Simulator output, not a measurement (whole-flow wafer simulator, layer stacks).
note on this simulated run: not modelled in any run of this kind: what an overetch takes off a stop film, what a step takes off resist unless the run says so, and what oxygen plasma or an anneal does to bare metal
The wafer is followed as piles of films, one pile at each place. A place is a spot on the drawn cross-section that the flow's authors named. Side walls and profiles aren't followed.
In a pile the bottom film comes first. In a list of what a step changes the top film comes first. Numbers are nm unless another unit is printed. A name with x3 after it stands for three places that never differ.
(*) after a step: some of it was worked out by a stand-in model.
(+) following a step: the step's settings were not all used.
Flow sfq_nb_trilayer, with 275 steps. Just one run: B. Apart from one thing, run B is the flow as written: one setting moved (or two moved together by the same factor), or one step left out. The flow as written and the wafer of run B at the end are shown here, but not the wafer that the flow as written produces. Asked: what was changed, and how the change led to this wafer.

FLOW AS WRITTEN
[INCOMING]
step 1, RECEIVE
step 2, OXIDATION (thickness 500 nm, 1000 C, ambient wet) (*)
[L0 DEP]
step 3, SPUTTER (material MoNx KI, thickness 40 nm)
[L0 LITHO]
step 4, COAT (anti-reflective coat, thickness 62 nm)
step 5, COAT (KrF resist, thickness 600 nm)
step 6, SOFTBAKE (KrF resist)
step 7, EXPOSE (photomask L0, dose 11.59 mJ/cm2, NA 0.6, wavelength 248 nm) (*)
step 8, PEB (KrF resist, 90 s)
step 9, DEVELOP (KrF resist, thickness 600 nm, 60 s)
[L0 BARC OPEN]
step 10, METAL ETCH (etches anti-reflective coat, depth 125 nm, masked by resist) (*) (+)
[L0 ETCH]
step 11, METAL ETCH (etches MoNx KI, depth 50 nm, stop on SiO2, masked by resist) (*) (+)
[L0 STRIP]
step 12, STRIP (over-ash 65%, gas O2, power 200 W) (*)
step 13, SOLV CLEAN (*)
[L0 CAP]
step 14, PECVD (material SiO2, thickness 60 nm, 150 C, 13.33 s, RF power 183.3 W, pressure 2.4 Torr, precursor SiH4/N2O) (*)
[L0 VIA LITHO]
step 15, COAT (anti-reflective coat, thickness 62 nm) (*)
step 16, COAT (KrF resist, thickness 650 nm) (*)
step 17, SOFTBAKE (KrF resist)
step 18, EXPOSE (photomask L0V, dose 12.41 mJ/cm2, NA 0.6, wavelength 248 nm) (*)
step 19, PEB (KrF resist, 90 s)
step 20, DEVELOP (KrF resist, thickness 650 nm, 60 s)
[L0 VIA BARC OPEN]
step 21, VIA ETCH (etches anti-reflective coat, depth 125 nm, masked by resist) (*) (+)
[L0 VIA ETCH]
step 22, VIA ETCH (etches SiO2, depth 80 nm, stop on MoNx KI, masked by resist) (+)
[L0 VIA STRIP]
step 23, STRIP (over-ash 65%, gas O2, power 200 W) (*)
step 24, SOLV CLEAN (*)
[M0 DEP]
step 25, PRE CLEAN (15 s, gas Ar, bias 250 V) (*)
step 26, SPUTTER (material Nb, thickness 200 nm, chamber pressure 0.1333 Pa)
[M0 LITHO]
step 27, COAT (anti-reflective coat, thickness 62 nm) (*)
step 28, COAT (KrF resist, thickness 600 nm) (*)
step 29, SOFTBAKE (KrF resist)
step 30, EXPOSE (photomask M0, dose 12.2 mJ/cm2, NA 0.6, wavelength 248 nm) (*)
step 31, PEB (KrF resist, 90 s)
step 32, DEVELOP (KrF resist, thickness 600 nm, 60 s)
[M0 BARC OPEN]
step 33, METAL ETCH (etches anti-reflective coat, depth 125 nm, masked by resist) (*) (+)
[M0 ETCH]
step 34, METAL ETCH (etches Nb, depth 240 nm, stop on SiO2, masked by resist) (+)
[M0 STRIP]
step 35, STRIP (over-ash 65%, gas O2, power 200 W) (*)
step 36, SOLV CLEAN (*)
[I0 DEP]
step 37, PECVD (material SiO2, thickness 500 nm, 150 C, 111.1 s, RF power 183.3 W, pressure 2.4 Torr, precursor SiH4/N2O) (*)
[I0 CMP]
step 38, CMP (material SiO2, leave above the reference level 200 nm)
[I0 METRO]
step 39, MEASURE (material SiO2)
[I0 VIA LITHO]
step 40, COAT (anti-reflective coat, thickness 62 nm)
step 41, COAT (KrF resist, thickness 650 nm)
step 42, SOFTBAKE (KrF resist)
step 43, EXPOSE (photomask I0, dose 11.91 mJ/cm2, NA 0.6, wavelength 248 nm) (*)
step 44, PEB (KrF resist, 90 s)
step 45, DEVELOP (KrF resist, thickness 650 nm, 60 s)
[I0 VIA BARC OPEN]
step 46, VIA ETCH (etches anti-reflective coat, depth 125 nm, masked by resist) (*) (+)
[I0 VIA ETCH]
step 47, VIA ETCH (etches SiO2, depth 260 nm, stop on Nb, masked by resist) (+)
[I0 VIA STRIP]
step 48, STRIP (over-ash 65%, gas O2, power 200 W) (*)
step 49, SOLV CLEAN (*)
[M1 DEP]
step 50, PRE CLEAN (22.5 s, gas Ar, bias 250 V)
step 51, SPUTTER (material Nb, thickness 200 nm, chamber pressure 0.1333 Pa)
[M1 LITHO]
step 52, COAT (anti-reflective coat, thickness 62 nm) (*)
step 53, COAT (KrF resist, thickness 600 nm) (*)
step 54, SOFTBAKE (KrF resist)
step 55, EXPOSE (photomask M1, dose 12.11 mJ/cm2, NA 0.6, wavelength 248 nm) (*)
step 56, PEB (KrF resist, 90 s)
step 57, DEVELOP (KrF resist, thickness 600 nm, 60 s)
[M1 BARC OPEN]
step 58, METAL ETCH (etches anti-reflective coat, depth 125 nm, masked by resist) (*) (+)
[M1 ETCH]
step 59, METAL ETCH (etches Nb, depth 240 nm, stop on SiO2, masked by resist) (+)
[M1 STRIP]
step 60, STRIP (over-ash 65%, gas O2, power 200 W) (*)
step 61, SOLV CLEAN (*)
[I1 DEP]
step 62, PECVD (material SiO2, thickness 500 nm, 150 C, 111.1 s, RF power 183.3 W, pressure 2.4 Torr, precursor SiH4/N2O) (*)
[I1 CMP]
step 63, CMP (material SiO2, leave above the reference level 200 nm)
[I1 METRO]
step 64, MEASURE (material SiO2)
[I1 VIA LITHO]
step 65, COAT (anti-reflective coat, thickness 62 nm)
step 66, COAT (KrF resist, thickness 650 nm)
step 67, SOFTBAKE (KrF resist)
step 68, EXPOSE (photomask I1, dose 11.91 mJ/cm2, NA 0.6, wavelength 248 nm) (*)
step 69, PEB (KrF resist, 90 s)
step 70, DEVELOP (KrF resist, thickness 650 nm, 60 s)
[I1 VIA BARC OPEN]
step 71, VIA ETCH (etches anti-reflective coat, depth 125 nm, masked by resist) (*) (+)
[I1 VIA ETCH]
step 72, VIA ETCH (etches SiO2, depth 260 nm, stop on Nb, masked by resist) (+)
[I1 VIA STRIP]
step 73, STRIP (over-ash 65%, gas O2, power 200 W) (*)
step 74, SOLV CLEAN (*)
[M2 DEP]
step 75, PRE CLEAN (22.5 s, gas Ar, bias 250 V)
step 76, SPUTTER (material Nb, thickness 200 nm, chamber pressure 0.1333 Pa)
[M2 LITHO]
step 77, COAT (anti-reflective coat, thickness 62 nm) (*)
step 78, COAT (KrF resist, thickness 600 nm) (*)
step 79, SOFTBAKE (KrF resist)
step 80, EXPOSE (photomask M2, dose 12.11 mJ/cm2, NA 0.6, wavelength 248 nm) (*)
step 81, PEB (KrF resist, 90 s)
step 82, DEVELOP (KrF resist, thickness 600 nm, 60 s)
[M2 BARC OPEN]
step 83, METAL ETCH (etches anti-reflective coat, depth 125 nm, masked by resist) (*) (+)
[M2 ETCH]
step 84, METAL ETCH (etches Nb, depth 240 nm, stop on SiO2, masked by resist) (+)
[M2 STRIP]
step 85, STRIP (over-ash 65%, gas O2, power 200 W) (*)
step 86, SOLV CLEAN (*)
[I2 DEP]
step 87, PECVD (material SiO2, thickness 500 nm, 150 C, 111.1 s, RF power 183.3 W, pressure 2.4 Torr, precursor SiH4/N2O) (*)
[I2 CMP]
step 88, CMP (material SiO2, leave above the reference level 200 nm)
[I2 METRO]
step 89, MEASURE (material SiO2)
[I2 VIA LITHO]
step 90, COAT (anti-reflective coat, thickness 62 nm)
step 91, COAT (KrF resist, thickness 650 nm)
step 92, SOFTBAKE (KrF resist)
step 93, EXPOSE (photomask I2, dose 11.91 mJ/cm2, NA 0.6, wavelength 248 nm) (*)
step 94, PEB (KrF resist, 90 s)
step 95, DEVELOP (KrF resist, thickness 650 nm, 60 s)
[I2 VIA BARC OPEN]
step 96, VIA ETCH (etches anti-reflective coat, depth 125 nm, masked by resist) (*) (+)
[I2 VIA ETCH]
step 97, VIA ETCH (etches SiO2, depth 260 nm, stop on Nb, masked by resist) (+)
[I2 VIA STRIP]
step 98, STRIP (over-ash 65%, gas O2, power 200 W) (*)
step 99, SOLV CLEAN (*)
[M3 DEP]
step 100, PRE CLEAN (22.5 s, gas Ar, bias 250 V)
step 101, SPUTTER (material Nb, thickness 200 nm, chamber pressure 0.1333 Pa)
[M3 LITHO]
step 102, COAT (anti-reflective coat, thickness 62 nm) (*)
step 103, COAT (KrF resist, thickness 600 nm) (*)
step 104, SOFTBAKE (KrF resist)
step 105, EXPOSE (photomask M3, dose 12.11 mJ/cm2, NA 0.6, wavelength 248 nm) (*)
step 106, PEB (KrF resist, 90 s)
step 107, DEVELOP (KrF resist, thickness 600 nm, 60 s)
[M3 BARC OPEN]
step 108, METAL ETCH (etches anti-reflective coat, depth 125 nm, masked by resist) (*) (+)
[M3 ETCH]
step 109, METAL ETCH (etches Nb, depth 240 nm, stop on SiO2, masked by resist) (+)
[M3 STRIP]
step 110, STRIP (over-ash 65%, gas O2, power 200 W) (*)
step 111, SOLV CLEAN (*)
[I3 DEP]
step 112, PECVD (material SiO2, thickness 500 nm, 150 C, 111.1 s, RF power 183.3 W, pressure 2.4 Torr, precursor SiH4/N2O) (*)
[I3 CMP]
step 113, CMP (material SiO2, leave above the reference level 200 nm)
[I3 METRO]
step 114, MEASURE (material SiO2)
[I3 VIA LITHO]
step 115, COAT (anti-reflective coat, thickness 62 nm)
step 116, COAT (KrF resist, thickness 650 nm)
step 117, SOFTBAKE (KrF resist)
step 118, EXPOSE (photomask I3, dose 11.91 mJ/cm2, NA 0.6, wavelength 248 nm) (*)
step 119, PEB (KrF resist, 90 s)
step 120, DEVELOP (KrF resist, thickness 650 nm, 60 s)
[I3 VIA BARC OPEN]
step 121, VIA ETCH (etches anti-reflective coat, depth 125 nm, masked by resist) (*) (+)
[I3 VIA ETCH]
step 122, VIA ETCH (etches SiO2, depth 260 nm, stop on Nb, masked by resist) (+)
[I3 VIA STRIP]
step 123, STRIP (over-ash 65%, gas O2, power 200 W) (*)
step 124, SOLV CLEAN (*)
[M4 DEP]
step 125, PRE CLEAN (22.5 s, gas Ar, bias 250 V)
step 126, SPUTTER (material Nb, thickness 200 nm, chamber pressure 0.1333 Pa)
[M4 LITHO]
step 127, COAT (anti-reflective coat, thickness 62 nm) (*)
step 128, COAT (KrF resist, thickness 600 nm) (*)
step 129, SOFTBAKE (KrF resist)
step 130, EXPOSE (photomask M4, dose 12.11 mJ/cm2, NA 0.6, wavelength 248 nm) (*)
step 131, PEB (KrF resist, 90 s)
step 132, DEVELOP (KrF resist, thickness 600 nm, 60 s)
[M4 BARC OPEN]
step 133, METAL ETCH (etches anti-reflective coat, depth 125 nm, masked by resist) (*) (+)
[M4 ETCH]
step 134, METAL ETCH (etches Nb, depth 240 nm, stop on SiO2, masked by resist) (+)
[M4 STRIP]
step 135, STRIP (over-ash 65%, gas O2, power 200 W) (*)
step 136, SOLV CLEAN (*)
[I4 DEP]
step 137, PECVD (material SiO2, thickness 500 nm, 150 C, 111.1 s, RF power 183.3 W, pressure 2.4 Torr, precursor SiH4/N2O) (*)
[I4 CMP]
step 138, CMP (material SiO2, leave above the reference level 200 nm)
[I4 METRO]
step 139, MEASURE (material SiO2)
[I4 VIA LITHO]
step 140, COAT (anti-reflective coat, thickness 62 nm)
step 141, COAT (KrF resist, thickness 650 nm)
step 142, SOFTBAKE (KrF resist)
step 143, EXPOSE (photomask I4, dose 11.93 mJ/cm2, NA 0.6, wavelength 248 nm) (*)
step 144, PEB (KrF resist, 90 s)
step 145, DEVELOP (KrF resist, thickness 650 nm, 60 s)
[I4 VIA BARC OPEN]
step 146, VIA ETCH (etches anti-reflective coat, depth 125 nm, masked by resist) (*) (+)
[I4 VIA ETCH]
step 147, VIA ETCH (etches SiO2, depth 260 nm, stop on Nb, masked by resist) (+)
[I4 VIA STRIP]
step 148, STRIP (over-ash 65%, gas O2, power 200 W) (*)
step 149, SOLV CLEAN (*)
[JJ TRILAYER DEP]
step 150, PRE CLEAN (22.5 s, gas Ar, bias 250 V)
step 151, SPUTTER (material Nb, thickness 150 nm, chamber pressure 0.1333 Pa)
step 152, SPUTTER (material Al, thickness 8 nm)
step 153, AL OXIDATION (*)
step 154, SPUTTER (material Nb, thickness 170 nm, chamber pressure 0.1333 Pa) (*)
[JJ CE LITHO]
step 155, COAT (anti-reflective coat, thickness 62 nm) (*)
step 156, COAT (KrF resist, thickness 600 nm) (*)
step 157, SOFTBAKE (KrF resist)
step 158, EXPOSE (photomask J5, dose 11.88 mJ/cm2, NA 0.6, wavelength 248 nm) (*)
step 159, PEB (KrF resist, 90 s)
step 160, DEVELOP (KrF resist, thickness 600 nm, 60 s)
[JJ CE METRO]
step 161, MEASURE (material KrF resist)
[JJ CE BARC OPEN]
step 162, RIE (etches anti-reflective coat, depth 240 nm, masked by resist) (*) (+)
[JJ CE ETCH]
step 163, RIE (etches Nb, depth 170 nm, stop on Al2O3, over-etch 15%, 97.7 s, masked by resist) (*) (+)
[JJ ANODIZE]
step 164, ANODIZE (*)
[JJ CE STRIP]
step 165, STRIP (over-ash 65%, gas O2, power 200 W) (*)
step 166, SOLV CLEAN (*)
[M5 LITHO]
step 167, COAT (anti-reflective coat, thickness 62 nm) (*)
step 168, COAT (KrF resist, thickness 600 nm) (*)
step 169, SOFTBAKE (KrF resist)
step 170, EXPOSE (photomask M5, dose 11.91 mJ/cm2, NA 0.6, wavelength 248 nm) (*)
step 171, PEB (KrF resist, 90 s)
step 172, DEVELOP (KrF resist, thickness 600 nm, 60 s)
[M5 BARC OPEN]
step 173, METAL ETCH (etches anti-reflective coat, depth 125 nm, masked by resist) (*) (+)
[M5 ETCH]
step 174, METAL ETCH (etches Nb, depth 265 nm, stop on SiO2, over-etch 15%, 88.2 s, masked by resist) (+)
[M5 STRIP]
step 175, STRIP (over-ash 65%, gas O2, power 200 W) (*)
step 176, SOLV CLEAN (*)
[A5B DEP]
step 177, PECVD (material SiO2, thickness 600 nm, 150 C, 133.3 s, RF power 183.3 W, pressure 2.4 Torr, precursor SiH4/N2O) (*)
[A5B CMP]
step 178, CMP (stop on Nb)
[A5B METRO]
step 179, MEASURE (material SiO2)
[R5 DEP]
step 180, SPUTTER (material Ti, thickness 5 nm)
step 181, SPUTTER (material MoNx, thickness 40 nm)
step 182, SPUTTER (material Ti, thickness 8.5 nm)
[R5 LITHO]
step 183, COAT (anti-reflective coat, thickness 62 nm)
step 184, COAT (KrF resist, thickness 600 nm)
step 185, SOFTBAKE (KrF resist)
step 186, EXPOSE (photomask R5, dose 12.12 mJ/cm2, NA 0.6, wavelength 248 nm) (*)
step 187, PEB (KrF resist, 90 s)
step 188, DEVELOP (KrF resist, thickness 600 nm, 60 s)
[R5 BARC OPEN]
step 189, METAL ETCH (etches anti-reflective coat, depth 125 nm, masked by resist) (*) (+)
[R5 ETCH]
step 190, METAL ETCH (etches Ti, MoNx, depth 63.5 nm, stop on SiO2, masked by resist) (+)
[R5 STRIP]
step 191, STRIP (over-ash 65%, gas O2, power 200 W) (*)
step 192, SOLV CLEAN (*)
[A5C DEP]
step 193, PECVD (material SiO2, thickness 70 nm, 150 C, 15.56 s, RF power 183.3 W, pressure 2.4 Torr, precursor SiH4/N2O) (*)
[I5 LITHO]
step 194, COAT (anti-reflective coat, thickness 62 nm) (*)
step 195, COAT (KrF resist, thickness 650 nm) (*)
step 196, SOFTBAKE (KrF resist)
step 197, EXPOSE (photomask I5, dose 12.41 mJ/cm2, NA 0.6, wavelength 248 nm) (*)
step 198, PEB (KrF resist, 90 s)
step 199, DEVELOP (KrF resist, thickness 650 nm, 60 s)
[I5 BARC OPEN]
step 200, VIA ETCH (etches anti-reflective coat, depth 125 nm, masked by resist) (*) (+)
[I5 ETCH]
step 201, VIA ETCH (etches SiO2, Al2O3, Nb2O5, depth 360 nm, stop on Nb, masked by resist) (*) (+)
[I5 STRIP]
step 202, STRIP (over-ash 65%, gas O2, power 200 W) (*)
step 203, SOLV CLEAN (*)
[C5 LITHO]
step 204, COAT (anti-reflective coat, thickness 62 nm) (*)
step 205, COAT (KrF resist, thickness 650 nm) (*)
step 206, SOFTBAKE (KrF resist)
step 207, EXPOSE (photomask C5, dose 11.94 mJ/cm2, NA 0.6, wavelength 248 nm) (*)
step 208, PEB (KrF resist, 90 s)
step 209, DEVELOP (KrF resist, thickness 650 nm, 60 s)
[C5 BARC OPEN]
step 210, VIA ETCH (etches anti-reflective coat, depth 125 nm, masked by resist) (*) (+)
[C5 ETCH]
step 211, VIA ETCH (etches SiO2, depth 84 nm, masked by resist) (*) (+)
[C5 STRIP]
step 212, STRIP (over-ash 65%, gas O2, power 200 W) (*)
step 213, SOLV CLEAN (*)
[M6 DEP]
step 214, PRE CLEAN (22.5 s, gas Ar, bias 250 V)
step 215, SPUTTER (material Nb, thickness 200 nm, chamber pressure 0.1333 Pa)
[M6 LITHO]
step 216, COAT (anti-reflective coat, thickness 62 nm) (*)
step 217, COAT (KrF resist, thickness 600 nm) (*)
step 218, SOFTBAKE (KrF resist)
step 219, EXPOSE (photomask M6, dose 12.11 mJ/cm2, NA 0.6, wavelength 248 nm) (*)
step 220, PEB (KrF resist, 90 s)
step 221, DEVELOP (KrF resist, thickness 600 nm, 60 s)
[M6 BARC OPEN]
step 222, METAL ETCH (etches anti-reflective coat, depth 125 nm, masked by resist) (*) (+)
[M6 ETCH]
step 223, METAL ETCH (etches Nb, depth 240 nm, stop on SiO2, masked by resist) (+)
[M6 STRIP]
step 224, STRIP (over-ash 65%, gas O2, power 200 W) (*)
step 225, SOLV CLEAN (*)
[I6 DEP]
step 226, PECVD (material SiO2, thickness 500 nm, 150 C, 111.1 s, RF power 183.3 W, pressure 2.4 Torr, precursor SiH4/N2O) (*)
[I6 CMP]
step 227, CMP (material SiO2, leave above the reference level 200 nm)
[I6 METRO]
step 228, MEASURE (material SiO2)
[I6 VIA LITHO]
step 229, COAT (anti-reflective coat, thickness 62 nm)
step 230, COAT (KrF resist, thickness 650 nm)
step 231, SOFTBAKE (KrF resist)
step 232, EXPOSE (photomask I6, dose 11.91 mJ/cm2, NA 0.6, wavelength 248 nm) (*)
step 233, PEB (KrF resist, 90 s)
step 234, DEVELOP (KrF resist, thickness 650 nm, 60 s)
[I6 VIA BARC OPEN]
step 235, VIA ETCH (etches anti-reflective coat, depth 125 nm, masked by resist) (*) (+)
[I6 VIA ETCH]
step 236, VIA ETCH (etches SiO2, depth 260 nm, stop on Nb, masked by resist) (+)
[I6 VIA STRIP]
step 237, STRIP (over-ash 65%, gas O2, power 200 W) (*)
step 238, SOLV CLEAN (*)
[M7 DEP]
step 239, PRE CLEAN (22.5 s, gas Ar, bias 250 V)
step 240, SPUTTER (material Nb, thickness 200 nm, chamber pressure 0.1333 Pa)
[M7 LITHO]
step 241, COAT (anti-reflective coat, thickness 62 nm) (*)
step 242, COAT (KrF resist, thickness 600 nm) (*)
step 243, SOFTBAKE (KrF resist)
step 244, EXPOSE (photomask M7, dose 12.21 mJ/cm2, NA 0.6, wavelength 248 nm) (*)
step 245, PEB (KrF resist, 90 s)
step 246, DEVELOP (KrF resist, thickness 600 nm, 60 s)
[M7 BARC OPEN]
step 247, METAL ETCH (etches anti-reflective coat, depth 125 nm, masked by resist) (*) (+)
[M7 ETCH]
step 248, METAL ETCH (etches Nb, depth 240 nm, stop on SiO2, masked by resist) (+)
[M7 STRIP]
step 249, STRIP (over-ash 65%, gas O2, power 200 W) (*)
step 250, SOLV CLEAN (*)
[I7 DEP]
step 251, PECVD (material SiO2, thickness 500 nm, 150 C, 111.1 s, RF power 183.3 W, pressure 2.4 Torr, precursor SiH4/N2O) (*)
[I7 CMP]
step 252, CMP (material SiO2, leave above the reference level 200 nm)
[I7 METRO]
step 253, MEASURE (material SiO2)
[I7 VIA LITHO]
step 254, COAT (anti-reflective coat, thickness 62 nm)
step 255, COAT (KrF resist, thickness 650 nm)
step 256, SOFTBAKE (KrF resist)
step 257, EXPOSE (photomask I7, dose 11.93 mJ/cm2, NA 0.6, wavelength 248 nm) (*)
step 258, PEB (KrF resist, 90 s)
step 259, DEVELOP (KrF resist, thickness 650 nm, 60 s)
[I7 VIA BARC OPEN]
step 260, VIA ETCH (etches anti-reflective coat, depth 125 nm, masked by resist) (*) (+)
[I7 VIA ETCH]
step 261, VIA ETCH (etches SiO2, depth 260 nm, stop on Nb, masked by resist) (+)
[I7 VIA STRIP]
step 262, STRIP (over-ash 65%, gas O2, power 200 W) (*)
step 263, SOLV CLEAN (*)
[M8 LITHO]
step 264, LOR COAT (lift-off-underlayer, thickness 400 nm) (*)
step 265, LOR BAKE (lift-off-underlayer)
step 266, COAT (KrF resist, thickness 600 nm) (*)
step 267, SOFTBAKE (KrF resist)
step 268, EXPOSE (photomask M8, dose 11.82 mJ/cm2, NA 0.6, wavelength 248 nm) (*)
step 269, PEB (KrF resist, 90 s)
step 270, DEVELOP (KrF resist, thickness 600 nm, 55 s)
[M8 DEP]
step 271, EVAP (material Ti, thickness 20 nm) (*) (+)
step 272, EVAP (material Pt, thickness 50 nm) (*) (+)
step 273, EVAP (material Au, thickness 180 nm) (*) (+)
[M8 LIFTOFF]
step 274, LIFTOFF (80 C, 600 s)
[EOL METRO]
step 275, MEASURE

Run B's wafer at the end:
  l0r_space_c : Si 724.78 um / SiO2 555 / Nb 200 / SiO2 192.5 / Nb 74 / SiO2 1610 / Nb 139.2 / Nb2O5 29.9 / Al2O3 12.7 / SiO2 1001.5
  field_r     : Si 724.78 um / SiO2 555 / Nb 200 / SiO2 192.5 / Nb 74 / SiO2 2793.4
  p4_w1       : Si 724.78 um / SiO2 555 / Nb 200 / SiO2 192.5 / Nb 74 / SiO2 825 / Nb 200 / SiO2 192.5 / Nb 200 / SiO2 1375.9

The reason: step 51, SPUTTER: thickness 314 nm was run, while the flow as written has thickness 200 nm.

How this came from the change, step by step:
  step 51, SPUTTER (material Nb, thickness 200 nm, chamber pressure 0.1333 Pa)
      field_l, v_sur, via_wl and 102 more: +314 Nb (new film) (in the flow as written it would be: +200 Nb (new film))
      via_w: +275.9 Nb (in the flow as written it would be: +174.5 Nb)
  step 52, COAT (anti-reflective coat, thickness 62 nm) (*)
      via_wr: +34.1 anti-reflective coat (new film) (in the flow as written it would be: +34.9 anti-reflective coat (new film))
  step 59, METAL ETCH (etches Nb, depth 240 nm, stop on SiO2, masked by resist) (+)
      field_l, be, be_sur and 79 more: -240 Nb (in the flow as written it would be: -200 Nb (all of it))
  step 60, STRIP (over-ash 65%, gas O2, power 200 W) (*)
      via_wr: -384 KrF resist (all of it), -34.1 anti-reflective coat (all of it) (in the flow as written it would be: -384.4 KrF resist (all of it), -34.9 anti-reflective coat (all of it))
  step 62, PECVD (material SiO2, thickness 500 nm, 150 C, 111.1 s, RF power 183.3 W, pressure 2.4 Torr, precursor SiH4/N2O) (*)
      field_l, be, be_sur and 72 more: +500 SiO2 (new film) (in the flow as written it would be: +500 SiO2)
      lsp_m, ln_m6, lsp_r, l0_sur, l0v: +493.9 SiO2 (new film) (in the flow as written it would be: +494.9 SiO2)
      (also at 2 further places)
  step 63, CMP (material SiO2, leave above the reference level 200 nm)
      field_l, be, be_sur and 72 more: -60 SiO2 (in the flow as written it would be: -100 SiO2)
      lsp_m, ln_m6, lsp_r, l0_sur, l0v: -53.9 SiO2 (in the flow as written it would be: -94.9 SiO2)
      (also at 1 further place)
With metal films that touch counted as one body, l0r_space_c has 3 bodies (between them, from the top down: SiO2 1610; SiO2 192.5); the flow as written gives 2 bodies (between them, from the top down: SiO2 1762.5).
With metal films that touch counted as one body, field_r has 2 bodies (between them, from the top down: SiO2 192.5); the flow as written gives 1 body.
With metal films that touch counted as one body, p4_w1 has 4 bodies (between them, from the top down: SiO2 192.5; SiO2 825; SiO2 192.5); the flow as written gives 3 bodies (between them, from the top down: SiO2 192.5; SiO2 977.5).
